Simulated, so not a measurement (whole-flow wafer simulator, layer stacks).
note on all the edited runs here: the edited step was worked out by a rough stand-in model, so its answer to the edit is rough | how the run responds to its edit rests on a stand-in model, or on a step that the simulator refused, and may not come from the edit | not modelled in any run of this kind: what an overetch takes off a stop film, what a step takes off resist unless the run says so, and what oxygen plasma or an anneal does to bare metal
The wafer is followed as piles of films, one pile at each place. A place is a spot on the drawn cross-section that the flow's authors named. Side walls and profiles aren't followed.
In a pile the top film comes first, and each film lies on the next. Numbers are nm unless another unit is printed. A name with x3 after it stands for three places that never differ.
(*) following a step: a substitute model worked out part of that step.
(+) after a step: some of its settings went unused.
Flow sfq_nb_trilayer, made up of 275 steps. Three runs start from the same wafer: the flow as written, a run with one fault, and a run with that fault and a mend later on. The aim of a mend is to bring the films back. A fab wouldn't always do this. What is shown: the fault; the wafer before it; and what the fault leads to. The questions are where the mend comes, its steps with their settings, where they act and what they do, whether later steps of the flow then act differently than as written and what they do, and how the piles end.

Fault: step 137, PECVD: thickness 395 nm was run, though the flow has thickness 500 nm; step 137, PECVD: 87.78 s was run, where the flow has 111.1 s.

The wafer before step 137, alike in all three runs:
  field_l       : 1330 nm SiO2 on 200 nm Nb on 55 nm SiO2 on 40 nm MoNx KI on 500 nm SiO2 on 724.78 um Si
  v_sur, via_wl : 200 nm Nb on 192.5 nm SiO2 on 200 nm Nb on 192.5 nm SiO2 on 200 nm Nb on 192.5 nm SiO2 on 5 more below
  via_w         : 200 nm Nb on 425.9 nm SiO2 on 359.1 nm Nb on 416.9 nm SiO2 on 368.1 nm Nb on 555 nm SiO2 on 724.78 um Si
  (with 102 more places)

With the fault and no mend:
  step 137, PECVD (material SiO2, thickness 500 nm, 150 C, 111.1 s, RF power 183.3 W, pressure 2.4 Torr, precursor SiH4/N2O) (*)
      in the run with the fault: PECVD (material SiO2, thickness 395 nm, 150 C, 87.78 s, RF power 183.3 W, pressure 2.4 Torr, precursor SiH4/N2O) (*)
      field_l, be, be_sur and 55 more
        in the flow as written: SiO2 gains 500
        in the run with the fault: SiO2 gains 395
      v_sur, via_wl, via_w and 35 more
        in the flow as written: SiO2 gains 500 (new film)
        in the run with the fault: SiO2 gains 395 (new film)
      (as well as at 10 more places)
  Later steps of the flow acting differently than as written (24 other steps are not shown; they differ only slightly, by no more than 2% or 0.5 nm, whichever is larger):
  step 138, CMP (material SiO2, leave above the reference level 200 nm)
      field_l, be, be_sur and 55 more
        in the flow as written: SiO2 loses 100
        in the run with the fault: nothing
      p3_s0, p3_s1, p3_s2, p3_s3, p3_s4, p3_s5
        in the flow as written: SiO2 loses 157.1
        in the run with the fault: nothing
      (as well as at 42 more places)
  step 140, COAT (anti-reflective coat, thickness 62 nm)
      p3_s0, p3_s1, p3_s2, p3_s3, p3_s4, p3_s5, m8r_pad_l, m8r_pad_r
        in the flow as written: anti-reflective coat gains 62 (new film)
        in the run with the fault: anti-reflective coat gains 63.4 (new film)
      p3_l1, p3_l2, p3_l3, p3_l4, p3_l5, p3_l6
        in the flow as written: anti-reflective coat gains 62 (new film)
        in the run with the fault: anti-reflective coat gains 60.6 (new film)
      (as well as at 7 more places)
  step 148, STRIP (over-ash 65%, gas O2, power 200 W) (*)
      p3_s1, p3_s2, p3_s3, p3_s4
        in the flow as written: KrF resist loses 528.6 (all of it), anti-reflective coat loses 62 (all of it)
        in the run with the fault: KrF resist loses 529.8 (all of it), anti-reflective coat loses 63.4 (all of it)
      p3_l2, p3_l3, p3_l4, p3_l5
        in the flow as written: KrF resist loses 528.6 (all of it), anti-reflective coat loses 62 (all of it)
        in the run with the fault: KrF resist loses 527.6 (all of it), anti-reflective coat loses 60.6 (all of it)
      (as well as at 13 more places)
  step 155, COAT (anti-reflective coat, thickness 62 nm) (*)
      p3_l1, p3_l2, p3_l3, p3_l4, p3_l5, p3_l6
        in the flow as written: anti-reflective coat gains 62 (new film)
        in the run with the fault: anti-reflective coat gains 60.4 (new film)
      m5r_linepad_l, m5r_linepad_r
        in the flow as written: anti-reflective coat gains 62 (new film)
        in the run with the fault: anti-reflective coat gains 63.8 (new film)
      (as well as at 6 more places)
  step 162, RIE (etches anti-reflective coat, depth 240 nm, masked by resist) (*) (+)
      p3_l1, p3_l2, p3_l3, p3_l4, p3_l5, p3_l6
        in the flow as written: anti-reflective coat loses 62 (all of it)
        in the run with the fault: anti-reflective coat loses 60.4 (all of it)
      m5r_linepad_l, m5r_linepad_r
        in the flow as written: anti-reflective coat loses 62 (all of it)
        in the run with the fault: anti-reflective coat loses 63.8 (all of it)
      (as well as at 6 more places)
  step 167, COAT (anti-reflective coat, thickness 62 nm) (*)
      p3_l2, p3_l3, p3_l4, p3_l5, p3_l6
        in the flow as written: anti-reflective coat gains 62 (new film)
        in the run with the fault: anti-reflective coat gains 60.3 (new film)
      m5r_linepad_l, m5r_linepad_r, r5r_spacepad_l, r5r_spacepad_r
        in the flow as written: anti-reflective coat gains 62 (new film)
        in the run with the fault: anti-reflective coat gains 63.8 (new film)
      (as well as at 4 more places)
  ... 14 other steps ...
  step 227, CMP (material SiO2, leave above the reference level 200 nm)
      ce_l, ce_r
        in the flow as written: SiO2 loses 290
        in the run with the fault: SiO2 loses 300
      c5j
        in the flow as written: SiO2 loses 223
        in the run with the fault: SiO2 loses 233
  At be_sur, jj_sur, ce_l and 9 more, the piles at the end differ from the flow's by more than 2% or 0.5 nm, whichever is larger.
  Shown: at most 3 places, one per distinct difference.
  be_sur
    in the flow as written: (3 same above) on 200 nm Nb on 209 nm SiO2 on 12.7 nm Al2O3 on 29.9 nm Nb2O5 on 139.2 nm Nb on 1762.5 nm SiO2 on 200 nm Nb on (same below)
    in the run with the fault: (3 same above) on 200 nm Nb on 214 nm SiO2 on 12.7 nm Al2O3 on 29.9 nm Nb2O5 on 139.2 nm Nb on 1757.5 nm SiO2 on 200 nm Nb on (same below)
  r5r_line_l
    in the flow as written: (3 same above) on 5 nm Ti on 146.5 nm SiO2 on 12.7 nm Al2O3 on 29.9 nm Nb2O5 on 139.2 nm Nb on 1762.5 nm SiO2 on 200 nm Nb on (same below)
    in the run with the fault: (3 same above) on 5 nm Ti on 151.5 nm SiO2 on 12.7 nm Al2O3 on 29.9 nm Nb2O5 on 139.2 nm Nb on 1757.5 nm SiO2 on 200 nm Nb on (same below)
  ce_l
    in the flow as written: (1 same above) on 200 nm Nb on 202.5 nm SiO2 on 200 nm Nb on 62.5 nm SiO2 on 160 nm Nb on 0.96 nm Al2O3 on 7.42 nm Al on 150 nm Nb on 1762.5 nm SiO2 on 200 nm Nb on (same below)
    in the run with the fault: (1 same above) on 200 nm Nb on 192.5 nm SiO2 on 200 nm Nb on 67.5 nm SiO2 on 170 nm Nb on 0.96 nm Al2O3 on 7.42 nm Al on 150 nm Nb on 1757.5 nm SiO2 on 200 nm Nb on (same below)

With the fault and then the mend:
  The mend stands after step 137.
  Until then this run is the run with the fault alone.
  step 137a, PECVD (material SiO2, thickness 105 nm, 150 C, 23.33 s, RF power 183.3 W, pressure 2.4 Torr, precursor SiH4/N2O) (*) (the flow's step 137, run once more with other settings)
      field_l, v_sur, via_wl and 99 more
        SiO2 gains 105
      lsp_r, l0_sur, l0v
        SiO2 gains 103.4
      via_v
        SiO2 gains 100.7
  Later steps of the flow acting differently than as written:
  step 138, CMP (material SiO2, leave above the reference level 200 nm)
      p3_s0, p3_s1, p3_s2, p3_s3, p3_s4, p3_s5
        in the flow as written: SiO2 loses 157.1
        in the run with the mend: SiO2 loses 100
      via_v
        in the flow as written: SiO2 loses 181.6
        in the run with the mend: SiO2 loses 140.2
  By the end, the piles equal the flow's at every place that both follow.
